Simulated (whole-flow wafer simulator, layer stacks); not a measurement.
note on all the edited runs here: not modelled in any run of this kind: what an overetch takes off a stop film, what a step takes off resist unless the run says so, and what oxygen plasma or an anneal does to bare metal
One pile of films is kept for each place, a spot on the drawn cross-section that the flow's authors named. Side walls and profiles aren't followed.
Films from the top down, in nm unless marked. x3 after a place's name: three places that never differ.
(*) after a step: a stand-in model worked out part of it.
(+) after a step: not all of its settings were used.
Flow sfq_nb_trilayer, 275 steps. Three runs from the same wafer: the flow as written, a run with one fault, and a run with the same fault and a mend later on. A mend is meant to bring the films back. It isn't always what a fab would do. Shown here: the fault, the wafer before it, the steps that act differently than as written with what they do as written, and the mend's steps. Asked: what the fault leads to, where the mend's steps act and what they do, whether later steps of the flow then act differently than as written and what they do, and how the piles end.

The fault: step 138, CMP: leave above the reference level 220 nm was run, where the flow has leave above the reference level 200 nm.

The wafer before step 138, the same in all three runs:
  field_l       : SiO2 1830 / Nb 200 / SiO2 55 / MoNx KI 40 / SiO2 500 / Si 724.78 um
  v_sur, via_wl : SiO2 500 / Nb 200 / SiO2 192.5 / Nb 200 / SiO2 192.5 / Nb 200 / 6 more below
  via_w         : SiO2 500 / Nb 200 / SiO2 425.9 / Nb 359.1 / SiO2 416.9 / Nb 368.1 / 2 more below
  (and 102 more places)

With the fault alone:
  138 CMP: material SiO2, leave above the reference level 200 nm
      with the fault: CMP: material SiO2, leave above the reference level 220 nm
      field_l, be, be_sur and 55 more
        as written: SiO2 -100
        with the fault: SiO2 -80
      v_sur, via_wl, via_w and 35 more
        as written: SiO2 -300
        with the fault: SiO2 -280
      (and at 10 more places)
  Later steps of the flow that act differently than as written (8 more steps differ only slightly, by at most 2% or 0.5 nm, whichever is larger, and aren't shown):
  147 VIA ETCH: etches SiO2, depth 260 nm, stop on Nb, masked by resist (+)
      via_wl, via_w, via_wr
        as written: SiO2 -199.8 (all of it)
        with the fault: SiO2 -219.8 (all of it)
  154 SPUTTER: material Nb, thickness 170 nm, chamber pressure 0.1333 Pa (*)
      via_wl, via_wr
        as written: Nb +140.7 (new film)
        with the fault: Nb +137.2 (new film)
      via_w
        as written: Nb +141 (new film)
        with the fault: Nb +137.5 (new film)
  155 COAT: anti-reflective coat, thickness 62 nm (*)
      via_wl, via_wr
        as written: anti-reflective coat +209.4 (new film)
        with the fault: anti-reflective coat +230 (new film)
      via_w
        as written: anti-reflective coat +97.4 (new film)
        with the fault: anti-reflective coat +100.1 (new film)
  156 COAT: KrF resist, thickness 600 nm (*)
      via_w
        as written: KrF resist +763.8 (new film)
        with the fault: KrF resist +782.3 (new film)
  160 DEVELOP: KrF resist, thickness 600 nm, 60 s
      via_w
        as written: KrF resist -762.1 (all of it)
        with the fault: KrF resist -780.6 (all of it)
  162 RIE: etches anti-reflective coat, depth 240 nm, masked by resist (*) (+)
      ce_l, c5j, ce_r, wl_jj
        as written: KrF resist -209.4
        with the fault: KrF resist -230
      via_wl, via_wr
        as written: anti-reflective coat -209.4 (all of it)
        with the fault: anti-reflective coat -230 (all of it)
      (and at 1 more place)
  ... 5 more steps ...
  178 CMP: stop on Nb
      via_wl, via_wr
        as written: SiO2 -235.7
        with the fault: SiO2 -227.2
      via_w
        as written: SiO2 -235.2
        with the fault: SiO2 -227.2
  At the end the piles differ from the flow's by more than 2% or 0.5 nm, whichever is larger, at v_sur, via_wl, via_w and 18 more.
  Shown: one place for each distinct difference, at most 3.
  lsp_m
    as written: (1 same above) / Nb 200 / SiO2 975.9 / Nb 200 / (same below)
    with the fault: (1 same above) / Nb 200 / SiO2 995.9 / Nb 200 / (same below)
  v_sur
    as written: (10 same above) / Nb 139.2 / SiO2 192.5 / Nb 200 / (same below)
    with the fault: (10 same above) / Nb 139.2 / SiO2 212.5 / Nb 200 / (same below)
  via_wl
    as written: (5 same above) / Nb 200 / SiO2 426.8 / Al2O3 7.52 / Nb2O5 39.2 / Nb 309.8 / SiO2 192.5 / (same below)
    with the fault: (5 same above) / Nb 200 / SiO2 449.1 / Al2O3 7.33 / Nb2O5 39.5 / Nb 307.4 / SiO2 192.5 / (same below)

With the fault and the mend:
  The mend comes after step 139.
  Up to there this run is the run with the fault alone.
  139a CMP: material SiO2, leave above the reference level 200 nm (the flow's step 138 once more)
      field_l, v_sur, via_wl and 103 more
        SiO2 -20
  No later step of the flow acts differently than as written at any place that is followed.
  At the end the piles are the same as the flow's at every place that both follow.
